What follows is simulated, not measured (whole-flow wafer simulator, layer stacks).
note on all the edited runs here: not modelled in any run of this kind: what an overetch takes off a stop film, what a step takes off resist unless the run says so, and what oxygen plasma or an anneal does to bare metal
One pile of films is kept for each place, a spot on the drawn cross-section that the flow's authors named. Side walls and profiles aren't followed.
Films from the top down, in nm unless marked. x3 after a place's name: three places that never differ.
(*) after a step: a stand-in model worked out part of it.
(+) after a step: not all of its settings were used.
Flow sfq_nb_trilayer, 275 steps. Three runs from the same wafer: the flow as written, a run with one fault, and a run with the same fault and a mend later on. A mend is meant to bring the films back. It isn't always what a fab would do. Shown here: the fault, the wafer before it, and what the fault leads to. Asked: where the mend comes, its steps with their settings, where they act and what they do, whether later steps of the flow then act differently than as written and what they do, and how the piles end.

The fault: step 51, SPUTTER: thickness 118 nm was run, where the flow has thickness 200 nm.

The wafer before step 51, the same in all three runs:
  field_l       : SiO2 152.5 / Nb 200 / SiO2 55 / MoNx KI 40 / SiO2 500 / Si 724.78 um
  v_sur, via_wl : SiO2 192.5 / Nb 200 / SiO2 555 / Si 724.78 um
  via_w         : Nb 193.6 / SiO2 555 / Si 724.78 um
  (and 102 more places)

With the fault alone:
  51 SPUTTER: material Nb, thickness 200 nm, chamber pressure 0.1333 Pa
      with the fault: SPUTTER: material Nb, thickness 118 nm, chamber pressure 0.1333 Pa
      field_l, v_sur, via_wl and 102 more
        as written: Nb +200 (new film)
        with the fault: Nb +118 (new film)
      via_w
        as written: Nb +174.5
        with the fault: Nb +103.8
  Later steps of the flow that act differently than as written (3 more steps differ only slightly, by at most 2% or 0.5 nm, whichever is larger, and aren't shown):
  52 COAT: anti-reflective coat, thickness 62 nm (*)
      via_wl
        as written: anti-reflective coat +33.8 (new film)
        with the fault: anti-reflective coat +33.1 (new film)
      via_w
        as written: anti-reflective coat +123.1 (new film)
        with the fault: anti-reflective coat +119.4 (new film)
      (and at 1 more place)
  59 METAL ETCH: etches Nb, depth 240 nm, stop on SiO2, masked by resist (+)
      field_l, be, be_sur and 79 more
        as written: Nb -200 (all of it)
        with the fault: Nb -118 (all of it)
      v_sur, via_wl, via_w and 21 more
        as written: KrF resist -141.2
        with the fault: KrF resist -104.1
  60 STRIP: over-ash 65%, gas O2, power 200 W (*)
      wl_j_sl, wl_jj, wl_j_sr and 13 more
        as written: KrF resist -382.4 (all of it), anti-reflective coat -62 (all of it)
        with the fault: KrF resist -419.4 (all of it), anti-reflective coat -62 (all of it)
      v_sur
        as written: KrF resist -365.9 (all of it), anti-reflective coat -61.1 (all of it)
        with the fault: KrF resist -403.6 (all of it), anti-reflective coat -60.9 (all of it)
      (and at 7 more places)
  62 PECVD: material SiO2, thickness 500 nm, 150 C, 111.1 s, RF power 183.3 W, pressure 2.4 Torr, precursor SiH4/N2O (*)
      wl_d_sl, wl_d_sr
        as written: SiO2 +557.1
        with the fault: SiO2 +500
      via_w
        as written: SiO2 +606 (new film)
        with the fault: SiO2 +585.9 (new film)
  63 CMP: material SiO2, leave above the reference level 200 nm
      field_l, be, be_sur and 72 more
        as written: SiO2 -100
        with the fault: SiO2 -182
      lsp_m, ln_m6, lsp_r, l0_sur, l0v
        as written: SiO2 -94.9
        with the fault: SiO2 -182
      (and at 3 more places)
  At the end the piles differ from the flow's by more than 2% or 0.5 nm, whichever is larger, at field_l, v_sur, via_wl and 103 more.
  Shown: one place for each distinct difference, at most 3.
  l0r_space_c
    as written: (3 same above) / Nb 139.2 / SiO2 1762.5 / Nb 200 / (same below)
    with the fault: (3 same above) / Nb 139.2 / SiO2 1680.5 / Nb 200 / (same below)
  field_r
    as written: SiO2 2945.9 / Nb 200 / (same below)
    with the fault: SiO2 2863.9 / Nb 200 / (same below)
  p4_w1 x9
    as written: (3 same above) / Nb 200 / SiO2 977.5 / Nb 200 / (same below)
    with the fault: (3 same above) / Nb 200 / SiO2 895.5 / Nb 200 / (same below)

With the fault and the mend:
  The mend comes after step 57.
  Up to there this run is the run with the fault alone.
  57a STRIP: over-ash 65%, gas O2, power 200 W (*)
      p4_fl x3, p4_w1 x9, p4_g1 x2 and 47 more
        anti-reflective coat -62 (all of it)
      wl_j_sl, wl_jj, wl_j_sr and 13 more
        KrF resist -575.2 (all of it), anti-reflective coat -62 (all of it)
      r_sur, res, r_end and 8 more
        anti-reflective coat -61.8 (all of it)
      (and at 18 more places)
  57b SPUTTER: material Nb, thickness 82 nm, chamber pressure 0.1333 Pa (the flow's step 51 once more, with other settings)
      field_l, v_sur, via_wl and 102 more
        Nb +82
      via_w
        Nb +66.5
  57c COAT: anti-reflective coat, thickness 62 nm (*) (the flow's step 52 once more)
      p4_fl x3, p4_w1 x9, p4_g1 x2 and 63 more
        anti-reflective coat +62 (new film)
      r_sur, res, r_end and 9 more
        anti-reflective coat +61.8 (new film)
      jj_sur, ce_l, c5j, ce_r, sp_r, be_r
        anti-reflective coat +61.7 (new film)
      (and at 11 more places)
  57d COAT: KrF resist, thickness 600 nm (*) (the flow's step 53 once more)
      p4_fl x3, p4_w1 x9, p4_g1 x2 and 63 more
        KrF resist +600 (new film)
      res, r_end, moat, field_r, l0_sur
        KrF resist +599.4 (new film)
      lsp_l, ln_m5, lsp_m, ln_m6, lsp_r
        KrF resist +599.5 (new film)
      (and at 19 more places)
  57e SOFTBAKE: KrF resist (the flow's step 54 once more)
      changes no film at any place that is followed
  57f EXPOSE: photomask M1, dose 12.11 mJ/cm2, NA 0.6, wavelength 248 nm (*) (the flow's step 55 once more)
      changes no film at any place that is followed
  57g PEB: KrF resist, 90 s (the flow's step 56 once more)
      wire, be, be_sur and 96 more
        KrF resist -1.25
      field_l, via_v
        KrF resist -1.24
      via_wl, via_wr
        KrF resist -1.26
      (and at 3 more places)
  57h DEVELOP: KrF resist, thickness 600 nm, 60 s (the flow's step 57 once more)
      p4_fl x3, p4_w1 x9, p4_g1 x2 and 47 more
        KrF resist -598.7 (all of it)
      v_sur, via_wl, via_w and 21 more
        KrF resist -23.5
      moat, field_r, lsp_l, lsp_m, ln_m6, lsp_r, l0_sur
        KrF resist -598.2 (all of it)
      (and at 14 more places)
  No later step of the flow acts differently than as written, at any place that is followed, by more than 2% or 0.5 nm, whichever is larger.
  At the end the piles differ from the flow's only slightly at the places that both follow, by at most 2% or 0.5 nm, whichever is larger.
